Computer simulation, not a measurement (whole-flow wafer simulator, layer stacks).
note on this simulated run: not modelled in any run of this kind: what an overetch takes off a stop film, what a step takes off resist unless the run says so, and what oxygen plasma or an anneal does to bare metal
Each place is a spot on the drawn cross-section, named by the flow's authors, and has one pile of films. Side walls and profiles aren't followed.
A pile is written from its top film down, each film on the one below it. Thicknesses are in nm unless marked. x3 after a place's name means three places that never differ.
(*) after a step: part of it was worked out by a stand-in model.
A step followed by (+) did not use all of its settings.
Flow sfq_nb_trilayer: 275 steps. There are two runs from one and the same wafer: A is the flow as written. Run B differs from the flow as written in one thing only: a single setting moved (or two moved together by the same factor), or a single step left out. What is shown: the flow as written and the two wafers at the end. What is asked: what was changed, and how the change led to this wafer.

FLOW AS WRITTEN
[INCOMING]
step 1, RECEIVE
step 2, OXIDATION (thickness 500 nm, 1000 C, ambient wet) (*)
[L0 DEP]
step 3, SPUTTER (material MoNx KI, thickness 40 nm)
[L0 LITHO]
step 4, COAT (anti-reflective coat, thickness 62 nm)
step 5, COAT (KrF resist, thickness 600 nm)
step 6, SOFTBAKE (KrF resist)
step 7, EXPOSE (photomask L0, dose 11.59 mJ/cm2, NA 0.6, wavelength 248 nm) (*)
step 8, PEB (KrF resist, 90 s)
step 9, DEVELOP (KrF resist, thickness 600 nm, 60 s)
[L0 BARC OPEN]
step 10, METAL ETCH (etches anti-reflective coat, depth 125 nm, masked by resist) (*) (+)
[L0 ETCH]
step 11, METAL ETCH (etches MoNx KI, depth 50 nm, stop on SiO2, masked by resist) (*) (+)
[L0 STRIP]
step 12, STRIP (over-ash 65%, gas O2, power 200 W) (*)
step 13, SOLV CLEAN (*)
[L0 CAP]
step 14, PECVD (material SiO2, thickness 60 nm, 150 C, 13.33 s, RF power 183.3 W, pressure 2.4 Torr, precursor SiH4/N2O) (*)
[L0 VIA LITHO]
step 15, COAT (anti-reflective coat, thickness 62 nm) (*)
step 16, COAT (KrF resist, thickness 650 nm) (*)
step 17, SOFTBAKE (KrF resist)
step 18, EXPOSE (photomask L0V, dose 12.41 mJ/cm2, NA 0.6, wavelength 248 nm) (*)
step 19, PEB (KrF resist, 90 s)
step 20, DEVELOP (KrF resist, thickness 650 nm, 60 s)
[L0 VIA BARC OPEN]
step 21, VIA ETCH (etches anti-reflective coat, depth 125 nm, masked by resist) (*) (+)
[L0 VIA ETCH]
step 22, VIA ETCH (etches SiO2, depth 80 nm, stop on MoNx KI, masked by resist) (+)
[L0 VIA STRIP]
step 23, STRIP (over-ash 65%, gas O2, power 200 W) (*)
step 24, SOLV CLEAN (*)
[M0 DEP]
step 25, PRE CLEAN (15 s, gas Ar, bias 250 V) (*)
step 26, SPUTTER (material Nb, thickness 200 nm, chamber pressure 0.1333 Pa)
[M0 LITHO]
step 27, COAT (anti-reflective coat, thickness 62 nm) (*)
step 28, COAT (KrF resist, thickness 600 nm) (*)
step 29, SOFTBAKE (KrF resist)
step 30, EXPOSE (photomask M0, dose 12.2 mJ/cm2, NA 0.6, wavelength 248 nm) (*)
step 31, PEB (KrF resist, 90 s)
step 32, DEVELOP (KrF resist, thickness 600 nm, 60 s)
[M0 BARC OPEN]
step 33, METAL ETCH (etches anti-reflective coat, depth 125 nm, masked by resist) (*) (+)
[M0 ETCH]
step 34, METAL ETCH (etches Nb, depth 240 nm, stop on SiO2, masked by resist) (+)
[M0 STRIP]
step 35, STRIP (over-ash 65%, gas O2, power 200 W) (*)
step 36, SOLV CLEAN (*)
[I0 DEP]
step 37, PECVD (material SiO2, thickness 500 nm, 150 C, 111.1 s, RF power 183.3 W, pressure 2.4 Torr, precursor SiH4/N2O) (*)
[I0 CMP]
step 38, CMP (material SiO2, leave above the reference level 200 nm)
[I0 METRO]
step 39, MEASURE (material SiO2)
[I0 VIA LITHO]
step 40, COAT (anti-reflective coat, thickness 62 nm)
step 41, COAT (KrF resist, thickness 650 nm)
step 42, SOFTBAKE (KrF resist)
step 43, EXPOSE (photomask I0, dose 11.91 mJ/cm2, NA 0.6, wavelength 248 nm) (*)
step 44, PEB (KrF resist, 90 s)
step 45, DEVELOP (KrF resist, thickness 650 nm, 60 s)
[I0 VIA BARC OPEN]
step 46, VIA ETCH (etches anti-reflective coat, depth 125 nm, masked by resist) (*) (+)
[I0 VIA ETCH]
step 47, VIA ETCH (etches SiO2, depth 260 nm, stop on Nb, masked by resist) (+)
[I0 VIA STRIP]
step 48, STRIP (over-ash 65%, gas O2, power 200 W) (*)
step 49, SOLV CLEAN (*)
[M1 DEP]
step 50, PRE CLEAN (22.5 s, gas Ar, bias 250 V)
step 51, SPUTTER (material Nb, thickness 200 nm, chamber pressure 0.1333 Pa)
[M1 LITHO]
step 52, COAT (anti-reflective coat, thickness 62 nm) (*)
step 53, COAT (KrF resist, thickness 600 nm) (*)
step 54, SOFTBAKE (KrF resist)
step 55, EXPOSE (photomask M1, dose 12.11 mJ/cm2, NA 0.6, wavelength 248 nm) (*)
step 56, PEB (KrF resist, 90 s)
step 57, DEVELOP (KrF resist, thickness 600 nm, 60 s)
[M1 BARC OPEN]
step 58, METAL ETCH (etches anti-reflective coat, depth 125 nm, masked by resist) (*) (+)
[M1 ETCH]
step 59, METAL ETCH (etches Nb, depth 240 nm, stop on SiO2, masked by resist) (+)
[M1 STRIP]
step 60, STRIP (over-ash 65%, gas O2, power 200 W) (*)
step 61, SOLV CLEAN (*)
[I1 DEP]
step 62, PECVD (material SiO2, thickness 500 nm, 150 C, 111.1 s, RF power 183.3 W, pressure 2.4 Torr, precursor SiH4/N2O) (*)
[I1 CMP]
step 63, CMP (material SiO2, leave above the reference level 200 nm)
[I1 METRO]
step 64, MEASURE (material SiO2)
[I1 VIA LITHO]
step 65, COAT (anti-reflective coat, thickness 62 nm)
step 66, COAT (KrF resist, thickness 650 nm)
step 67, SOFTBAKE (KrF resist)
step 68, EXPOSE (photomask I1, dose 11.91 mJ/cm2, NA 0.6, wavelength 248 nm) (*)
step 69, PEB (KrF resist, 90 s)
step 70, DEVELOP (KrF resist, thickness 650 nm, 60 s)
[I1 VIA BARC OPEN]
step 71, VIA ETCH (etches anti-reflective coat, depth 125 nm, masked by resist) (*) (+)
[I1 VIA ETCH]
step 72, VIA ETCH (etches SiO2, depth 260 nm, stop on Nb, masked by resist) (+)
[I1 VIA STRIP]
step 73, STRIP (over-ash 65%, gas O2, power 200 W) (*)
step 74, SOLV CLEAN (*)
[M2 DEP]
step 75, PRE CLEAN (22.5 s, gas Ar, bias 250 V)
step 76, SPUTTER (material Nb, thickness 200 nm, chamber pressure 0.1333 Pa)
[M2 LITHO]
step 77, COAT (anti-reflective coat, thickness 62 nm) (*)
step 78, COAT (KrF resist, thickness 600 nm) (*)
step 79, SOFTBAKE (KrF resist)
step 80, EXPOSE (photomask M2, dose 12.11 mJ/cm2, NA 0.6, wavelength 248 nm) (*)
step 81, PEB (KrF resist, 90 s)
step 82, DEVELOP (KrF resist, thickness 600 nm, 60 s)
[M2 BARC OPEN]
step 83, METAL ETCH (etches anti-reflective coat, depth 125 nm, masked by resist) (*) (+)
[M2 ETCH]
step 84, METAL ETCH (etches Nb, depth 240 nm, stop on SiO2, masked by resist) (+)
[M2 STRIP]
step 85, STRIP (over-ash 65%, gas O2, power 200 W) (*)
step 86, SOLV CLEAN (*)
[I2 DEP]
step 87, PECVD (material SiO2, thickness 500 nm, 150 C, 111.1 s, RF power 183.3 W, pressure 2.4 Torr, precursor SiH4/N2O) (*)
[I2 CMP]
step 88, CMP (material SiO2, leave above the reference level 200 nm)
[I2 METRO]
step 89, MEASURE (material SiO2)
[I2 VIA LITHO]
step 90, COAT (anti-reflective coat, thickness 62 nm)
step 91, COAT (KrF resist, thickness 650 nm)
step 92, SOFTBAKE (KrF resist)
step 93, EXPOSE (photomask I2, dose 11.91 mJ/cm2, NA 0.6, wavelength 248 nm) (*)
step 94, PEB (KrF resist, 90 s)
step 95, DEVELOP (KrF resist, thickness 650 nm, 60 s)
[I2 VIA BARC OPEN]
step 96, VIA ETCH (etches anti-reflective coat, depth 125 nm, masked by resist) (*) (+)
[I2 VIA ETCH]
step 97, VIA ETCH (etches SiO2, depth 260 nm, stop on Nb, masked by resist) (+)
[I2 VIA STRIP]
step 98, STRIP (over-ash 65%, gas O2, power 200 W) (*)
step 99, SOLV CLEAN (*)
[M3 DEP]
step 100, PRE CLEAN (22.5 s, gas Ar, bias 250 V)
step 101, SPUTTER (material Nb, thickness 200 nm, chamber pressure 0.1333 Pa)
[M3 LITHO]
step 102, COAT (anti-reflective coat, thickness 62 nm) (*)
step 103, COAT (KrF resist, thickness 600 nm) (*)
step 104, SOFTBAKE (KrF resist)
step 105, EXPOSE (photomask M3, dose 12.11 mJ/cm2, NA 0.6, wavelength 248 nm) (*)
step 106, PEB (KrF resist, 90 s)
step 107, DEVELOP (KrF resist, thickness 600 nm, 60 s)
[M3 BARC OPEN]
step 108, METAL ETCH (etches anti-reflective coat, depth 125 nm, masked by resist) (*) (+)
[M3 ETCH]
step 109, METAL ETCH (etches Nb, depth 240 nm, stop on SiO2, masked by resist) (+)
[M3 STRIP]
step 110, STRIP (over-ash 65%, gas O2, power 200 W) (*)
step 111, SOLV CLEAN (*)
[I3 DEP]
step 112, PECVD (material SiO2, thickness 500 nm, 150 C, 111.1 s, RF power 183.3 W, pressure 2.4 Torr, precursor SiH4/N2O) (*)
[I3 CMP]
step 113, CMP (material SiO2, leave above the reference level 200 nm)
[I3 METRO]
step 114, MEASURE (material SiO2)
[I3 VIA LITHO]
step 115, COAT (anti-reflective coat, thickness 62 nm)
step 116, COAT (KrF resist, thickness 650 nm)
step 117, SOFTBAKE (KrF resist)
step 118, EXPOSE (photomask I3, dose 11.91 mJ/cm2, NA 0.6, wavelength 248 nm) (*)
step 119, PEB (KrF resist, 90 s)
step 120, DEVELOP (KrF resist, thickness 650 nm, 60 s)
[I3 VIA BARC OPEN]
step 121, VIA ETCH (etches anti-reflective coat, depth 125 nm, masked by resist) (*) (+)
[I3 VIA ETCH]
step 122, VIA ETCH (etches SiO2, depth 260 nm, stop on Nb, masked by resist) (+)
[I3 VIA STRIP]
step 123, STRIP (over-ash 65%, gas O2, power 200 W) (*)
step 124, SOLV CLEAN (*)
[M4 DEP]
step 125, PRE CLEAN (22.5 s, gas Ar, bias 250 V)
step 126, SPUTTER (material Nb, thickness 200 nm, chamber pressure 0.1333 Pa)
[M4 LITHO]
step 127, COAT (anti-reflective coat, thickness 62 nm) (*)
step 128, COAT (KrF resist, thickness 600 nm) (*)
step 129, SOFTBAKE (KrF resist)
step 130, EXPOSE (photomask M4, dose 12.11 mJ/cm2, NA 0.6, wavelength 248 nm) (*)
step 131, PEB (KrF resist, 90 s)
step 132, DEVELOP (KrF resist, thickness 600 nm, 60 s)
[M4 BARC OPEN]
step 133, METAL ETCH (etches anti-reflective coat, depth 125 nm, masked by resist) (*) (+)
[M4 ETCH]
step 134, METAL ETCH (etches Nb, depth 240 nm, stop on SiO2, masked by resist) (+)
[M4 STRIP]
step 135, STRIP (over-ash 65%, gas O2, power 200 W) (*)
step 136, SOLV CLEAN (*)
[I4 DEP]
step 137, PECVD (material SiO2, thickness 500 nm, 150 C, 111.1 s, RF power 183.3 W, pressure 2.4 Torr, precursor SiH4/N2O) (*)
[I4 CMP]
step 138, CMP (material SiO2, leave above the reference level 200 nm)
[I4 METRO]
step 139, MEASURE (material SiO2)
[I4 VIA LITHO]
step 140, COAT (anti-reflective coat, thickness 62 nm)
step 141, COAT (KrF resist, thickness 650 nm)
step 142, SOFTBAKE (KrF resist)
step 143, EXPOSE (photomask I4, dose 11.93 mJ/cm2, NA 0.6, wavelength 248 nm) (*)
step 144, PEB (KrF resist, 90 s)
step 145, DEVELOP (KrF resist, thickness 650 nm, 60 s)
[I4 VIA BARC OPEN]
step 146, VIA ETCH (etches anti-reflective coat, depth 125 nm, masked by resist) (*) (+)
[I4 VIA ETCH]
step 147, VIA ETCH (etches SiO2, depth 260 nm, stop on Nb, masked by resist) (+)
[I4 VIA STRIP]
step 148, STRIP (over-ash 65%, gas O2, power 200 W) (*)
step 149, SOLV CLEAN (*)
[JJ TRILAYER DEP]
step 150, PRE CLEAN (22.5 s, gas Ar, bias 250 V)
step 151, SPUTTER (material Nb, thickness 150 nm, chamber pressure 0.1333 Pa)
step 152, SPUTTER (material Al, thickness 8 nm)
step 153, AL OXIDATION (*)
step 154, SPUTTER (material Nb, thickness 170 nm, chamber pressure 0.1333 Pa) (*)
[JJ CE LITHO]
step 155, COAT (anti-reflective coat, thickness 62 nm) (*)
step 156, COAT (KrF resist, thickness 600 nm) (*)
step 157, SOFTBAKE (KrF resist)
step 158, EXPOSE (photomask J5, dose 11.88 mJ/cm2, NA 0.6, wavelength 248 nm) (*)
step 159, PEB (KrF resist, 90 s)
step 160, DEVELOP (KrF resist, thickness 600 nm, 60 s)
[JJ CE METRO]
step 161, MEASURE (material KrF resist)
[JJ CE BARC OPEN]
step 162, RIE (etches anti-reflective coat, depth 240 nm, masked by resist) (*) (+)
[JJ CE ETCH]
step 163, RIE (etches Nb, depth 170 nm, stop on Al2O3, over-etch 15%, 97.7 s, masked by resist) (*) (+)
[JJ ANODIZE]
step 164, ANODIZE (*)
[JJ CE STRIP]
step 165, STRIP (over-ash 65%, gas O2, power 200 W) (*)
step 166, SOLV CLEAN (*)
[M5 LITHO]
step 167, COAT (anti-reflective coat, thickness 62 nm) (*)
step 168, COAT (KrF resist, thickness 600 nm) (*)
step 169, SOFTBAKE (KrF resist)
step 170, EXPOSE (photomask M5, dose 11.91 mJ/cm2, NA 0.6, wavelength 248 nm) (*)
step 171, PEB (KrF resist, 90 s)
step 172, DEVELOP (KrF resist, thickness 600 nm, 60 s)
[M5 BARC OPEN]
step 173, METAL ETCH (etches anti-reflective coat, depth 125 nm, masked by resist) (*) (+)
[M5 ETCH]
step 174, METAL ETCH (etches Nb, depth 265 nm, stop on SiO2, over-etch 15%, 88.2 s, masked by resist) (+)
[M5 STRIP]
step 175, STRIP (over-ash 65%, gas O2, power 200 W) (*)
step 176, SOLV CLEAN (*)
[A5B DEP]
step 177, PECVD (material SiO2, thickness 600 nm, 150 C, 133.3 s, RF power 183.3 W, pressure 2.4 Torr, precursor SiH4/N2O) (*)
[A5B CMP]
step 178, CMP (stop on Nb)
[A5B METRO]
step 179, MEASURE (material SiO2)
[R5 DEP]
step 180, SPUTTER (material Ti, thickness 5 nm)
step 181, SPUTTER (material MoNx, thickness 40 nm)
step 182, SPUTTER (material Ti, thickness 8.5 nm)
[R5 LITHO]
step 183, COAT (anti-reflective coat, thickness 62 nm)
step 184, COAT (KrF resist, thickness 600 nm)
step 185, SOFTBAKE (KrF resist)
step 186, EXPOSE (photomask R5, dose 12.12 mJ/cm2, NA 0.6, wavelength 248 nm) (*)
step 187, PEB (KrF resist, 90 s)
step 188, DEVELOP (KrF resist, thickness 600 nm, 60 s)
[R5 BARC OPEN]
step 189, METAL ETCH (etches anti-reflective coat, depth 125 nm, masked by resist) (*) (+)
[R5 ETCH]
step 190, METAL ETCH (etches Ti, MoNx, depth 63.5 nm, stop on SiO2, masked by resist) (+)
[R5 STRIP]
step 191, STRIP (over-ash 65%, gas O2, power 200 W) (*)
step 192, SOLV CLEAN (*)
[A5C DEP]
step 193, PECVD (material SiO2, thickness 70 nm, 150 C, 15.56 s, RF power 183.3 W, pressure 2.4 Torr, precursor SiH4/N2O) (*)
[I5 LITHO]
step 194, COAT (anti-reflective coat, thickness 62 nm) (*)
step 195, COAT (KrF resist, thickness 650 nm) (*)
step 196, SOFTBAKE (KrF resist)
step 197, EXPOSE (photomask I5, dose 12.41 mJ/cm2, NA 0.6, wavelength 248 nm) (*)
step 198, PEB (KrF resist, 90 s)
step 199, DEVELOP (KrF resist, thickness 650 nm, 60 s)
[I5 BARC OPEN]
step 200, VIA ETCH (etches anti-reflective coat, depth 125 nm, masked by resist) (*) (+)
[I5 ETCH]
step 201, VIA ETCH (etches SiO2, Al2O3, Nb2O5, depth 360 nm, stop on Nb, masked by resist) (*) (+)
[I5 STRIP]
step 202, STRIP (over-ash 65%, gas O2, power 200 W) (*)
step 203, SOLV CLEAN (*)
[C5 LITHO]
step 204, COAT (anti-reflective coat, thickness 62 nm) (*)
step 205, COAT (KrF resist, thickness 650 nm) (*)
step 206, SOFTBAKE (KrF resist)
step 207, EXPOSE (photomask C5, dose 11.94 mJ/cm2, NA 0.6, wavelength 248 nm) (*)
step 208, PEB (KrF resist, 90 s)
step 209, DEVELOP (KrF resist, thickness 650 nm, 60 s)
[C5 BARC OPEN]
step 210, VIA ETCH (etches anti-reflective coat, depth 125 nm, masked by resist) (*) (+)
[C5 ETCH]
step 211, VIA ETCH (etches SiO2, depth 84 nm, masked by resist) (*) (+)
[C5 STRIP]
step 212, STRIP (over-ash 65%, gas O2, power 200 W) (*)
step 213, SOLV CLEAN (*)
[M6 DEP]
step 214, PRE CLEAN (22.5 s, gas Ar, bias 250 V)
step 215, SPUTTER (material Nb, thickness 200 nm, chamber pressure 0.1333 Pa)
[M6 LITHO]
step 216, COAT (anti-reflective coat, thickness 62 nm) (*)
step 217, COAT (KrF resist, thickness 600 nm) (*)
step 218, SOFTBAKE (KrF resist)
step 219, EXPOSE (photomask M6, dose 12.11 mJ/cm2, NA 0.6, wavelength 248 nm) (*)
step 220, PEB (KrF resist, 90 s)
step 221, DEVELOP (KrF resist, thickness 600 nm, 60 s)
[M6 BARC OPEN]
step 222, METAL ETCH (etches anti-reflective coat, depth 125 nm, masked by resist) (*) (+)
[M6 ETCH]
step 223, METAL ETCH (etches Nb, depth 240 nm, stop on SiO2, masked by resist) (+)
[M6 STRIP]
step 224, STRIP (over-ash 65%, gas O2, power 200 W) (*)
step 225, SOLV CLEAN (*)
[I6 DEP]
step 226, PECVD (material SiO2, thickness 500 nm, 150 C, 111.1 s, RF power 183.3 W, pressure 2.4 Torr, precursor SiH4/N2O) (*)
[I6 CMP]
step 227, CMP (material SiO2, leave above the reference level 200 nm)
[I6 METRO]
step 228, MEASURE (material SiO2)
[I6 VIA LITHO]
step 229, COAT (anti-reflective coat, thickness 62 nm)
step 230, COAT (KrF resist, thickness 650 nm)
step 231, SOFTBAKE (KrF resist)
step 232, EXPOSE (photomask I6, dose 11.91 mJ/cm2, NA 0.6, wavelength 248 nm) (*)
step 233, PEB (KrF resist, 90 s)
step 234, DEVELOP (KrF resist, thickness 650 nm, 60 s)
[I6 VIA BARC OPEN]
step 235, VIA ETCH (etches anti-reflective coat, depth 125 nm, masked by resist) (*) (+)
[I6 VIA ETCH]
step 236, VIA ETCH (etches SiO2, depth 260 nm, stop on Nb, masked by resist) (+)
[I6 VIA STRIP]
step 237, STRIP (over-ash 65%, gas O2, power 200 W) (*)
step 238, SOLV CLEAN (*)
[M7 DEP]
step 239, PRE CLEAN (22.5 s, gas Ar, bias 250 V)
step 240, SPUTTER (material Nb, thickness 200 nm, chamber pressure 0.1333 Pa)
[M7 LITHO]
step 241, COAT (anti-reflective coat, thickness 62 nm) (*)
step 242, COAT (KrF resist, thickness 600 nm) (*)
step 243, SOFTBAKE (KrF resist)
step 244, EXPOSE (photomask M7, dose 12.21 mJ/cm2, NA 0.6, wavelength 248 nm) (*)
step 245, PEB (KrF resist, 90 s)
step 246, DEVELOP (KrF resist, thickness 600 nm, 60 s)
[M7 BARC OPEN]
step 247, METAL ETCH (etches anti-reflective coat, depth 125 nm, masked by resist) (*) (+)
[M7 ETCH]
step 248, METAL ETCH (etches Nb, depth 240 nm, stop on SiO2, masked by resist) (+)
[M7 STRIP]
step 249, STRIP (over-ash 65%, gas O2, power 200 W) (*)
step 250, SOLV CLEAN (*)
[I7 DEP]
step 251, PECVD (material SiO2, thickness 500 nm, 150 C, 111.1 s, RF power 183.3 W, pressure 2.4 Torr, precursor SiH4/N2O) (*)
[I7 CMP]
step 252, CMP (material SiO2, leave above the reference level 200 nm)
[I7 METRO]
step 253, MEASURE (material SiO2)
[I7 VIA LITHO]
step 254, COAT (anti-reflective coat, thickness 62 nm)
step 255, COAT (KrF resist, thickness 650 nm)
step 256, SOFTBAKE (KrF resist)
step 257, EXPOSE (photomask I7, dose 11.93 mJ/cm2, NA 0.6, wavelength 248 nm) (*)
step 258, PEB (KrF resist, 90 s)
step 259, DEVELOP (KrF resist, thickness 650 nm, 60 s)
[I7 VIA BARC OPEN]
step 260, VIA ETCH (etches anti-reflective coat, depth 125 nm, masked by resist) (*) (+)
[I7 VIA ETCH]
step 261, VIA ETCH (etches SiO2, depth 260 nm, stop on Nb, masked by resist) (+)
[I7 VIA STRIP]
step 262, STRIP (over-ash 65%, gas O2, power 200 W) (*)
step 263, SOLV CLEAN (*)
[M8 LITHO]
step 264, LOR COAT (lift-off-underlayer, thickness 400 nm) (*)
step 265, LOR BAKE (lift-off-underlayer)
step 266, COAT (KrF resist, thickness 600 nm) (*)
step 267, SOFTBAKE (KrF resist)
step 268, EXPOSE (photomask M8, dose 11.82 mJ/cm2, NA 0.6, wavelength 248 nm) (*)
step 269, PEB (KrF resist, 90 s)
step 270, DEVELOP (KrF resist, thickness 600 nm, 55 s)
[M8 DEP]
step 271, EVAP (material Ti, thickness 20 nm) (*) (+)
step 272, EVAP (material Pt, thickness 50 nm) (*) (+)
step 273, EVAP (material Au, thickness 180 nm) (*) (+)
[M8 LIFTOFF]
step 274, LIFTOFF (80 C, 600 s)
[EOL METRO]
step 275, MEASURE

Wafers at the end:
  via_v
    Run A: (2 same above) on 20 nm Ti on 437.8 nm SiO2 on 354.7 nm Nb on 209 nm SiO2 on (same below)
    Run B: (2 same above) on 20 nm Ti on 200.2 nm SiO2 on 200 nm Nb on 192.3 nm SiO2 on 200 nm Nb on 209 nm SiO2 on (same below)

Cause: step 236, VIA ETCH: etches SiO2, depth 260 nm, stop on Nb, masked by resist (+), was omitted.

The path from the change to this, step by step:
  step 237, STRIP (over-ash 65%, gas O2, power 200 W) (*)
      field_l, v_sur, via_wl and 102 more: A -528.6 KrF resist (all of it), -62 anti-reflective coat (all of it) | B -573.4 KrF resist (all of it), -62 anti-reflective coat (all of it)
  step 239, PRE CLEAN (22.5 s, gas Ar, bias 250 V)
      via_v: A -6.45 Nb | B -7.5 SiO2
  step 240, SPUTTER (material Nb, thickness 200 nm, chamber pressure 0.1333 Pa)
      via_v: A +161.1 Nb | B +200 Nb (new film)
  step 241, COAT (anti-reflective coat, thickness 62 nm) (*)
      via_sp: A +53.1 anti-reflective coat (new film) | B +62 anti-reflective coat (new film)
      via_v: A +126 anti-reflective coat (new film) | B +62.1 anti-reflective coat (new film)
      (as well as at 1 more place)
  step 242, COAT (KrF resist, thickness 600 nm) (*)
      via_v: A +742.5 KrF resist (new film) | B +600.1 KrF resist (new film)
  step 249, STRIP (over-ash 65%, gas O2, power 200 W) (*)
      via_wr: A -374.2 KrF resist (all of it), -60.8 anti-reflective coat (all of it) | B -382.4 KrF resist (all of it), -62 anti-reflective coat (all of it)
      via_sp: A -373.6 KrF resist (all of it), -53.1 anti-reflective coat (all of it) | B -382.4 KrF resist (all of it), -62 anti-reflective coat (all of it)
      (as well as at 2 more places)
  step 251, PECVD (material SiO2, thickness 500 nm, 150 C, 111.1 s, RF power 183.3 W, pressure 2.4 Torr, precursor SiH4/N2O) (*)
      via_v: A +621 SiO2 (new film) | B +500 SiO2 (new film)
  step 252, CMP (material SiO2, leave above the reference level 200 nm)
      via_v: A -183.1 SiO2 | B -299.8 SiO2
With metal films that touch counted as one body, via_v has 7 bodies (between them, from the top down: SiO2 200.2; SiO2 192.3; SiO2 209 / Al2O3 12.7 / Nb2O5 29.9; SiO2 425.9; SiO2 416.9; SiO2 192.5); the flow as written gives 6 bodies (between them, from the top down: SiO2 437.8; SiO2 209 / Al2O3 12.7 / Nb2O5 29.9; SiO2 425.9; SiO2 416.9; SiO2 192.5).
